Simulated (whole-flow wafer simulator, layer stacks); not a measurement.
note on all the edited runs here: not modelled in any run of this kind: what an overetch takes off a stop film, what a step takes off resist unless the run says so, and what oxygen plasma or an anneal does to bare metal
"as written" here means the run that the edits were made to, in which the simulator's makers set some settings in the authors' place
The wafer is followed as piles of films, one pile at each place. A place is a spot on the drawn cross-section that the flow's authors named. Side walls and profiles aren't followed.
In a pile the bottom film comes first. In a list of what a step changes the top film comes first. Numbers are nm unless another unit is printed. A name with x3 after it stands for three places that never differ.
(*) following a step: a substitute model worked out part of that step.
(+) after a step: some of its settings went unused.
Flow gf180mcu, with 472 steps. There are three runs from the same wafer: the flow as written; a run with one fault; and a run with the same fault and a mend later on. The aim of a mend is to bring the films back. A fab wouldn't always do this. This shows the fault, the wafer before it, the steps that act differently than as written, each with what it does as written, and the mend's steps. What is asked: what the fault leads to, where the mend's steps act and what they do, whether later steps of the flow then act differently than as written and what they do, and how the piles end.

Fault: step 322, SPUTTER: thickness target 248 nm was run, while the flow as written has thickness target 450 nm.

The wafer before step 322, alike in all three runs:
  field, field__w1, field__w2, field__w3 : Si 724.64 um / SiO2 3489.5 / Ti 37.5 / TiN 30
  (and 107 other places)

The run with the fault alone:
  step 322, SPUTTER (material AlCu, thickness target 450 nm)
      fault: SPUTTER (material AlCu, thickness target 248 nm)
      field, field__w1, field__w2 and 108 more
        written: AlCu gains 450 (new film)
        fault: AlCu gains 248 (new film)
  Later steps of the flow acting differently than as written:
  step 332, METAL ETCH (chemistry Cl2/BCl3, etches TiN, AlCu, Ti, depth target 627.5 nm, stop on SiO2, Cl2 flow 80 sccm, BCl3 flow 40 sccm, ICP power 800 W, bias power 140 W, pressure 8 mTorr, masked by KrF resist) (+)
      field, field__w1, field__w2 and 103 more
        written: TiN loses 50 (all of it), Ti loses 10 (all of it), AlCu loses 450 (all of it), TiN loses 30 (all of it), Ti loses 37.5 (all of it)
        fault: TiN loses 50 (all of it), Ti loses 10 (all of it), AlCu loses 248 (all of it), TiN loses 30 (all of it), Ti loses 37.5 (all of it)
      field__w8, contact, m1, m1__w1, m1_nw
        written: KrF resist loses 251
        fault: KrF resist loses 225.3
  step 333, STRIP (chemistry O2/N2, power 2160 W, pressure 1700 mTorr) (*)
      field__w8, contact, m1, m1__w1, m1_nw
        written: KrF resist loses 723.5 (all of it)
        fault: KrF resist loses 749.2 (all of it)
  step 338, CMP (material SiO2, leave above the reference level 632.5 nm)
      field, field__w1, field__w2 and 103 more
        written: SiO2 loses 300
        fault: SiO2 loses 502
  The piles end different from the flow's at field, field__w1, field__w2 and 109 more by more than 2% or 0.5 nm, whichever is larger.
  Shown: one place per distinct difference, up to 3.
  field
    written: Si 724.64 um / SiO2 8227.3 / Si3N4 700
    fault: Si 724.64 um / SiO2 8025.3 / Si3N4 700
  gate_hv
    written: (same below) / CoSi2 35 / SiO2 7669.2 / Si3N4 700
    fault: (same below) / CoSi2 35 / SiO2 7467.2 / Si3N4 700
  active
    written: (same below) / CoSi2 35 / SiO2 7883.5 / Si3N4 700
    fault: (same below) / CoSi2 35 / SiO2 7681.5 / Si3N4 700

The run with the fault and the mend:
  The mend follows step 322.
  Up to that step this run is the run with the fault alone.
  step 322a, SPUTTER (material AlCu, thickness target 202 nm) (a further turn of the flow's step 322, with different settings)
      field, field__w1, field__w2 and 108 more
        AlCu gains 202
  Every later step of the flow that is run acts as written at every place that is followed.
  By the end, the piles equal the flow's at every place that both follow.
